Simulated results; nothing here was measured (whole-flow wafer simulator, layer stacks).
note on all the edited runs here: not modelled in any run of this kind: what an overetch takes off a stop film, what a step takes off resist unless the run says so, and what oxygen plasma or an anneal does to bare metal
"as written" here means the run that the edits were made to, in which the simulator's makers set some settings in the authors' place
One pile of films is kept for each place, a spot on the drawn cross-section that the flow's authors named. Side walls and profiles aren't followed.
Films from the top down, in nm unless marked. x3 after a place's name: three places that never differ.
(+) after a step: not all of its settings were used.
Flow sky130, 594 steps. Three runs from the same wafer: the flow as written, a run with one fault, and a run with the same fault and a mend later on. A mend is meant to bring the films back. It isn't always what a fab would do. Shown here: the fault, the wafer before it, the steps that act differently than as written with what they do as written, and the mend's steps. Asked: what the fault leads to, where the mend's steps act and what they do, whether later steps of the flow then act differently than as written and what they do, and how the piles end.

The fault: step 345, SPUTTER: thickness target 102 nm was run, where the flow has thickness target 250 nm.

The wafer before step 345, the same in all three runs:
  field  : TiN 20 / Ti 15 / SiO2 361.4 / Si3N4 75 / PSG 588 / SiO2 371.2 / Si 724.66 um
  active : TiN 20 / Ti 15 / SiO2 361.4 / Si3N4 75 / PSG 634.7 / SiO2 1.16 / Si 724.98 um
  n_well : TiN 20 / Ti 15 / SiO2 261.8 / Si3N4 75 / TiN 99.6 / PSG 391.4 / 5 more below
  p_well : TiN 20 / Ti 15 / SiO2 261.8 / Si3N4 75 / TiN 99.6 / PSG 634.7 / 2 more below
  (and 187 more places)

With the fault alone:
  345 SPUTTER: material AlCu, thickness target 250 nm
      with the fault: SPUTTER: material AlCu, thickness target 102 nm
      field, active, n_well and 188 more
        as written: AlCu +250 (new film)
        with the fault: AlCu +102 (new film)
  Later steps of the flow that act differently than as written (3 more steps differ only slightly, by at most 2% or 0.5 nm, whichever is larger, and aren't shown):
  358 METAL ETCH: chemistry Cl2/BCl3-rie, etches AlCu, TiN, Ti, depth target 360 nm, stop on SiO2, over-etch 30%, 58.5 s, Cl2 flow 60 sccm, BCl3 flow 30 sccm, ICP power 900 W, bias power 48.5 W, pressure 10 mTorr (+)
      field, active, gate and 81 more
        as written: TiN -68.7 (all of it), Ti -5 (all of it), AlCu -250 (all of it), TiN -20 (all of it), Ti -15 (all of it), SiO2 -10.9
        with the fault: TiN -68.7 (all of it), Ti -5 (all of it), AlCu -102 (all of it), TiN -20 (all of it), Ti -15 (all of it), SiO2 -25.7
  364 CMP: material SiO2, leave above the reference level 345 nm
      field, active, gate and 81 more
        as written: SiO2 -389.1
        with the fault: SiO2 -522.3
  At the end the piles differ from the flow's by more than 2% or 0.5 nm, whichever is larger, at field, active, n_well and 190 more.
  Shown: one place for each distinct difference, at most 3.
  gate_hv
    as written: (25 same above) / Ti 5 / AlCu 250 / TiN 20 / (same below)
    with the fault: (25 same above) / Ti 5 / AlCu 102 / TiN 20 / (same below)
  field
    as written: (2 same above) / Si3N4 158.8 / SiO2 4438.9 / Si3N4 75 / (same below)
    with the fault: (2 same above) / Si3N4 158.8 / SiO2 4290.9 / Si3N4 75 / (same below)
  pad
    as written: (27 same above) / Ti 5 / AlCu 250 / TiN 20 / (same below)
    with the fault: (27 same above) / Ti 5 / AlCu 102 / TiN 20 / (same below)

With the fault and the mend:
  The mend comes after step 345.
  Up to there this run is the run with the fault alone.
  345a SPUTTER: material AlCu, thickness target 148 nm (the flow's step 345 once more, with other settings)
      field, active, n_well and 188 more
        AlCu +148
  No later step of the flow acts differently than as written at any place that is followed.
  At the end the piles are the same as the flow's at every place that both follow.
